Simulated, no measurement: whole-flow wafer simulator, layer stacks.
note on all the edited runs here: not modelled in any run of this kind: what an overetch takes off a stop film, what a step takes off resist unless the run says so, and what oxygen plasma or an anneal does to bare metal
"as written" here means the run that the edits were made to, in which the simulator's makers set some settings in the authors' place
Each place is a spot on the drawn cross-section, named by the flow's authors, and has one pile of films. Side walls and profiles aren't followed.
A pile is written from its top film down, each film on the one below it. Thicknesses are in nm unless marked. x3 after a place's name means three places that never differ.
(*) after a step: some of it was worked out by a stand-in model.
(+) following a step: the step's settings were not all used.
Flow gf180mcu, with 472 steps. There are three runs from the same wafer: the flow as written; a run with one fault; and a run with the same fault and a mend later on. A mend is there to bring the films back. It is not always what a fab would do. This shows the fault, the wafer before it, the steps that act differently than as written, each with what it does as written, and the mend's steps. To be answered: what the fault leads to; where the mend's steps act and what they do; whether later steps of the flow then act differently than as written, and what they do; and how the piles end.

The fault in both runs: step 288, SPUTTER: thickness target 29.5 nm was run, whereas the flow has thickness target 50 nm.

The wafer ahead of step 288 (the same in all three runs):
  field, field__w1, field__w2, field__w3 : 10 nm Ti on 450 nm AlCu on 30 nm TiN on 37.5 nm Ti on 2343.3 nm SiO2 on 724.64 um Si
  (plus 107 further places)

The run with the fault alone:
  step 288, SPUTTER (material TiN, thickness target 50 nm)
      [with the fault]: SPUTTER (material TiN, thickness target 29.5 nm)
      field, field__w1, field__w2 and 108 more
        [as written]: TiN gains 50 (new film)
        [with the fault]: TiN gains 29.5 (new film)
  Later steps of the flow acting differently than as written (not shown: 2 more steps that differ only slightly, by at most 2% or 0.5 nm, whichever is larger):
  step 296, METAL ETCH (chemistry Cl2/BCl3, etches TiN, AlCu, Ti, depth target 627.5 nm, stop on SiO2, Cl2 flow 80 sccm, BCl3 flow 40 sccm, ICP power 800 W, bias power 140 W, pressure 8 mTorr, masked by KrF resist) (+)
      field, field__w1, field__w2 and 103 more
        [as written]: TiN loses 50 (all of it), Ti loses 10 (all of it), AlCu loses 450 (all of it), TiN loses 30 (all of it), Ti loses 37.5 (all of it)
        [with the fault]: TiN loses 29.5 (all of it), Ti loses 10 (all of it), AlCu loses 450 (all of it), TiN loses 30 (all of it), Ti loses 37.5 (all of it)
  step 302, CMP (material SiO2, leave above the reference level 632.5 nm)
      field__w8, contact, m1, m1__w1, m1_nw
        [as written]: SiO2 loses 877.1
        [with the fault]: SiO2 loses 856.6
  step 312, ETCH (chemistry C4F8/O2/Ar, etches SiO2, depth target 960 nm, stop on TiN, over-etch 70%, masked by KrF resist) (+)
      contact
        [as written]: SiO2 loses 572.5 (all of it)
        [with the fault]: SiO2 loses 593 (all of it)
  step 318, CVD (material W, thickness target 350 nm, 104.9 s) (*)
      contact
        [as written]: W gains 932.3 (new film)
        [with the fault]: W gains 953 (new film)
  The piles end different from the flow's at field__w8, contact, m1, m1__w1, m1_nw by more than 2% or 0.5 nm, whichever is larger.
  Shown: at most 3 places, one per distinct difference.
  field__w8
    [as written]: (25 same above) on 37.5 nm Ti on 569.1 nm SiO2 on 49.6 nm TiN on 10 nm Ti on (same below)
    [with the fault]: (25 same above) on 37.5 nm Ti on 589.6 nm SiO2 on 29.1 nm TiN on 10 nm Ti on (same below)
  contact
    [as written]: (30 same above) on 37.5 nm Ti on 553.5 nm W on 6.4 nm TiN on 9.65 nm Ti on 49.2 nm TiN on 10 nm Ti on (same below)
    [with the fault]: (30 same above) on 37.5 nm Ti on 574.2 nm W on 6.33 nm TiN on 9.54 nm Ti on 28.7 nm TiN on 10 nm Ti on (same below)

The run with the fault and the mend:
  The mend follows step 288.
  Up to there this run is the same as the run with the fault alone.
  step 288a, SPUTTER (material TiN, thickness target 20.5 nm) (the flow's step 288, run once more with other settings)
      field, field__w1, field__w2 and 108 more
        TiN gains 20.5
  Every later step of the flow that is run acts as written at every place that is followed.
  At every place that both follow, the piles at the end match the flow's.
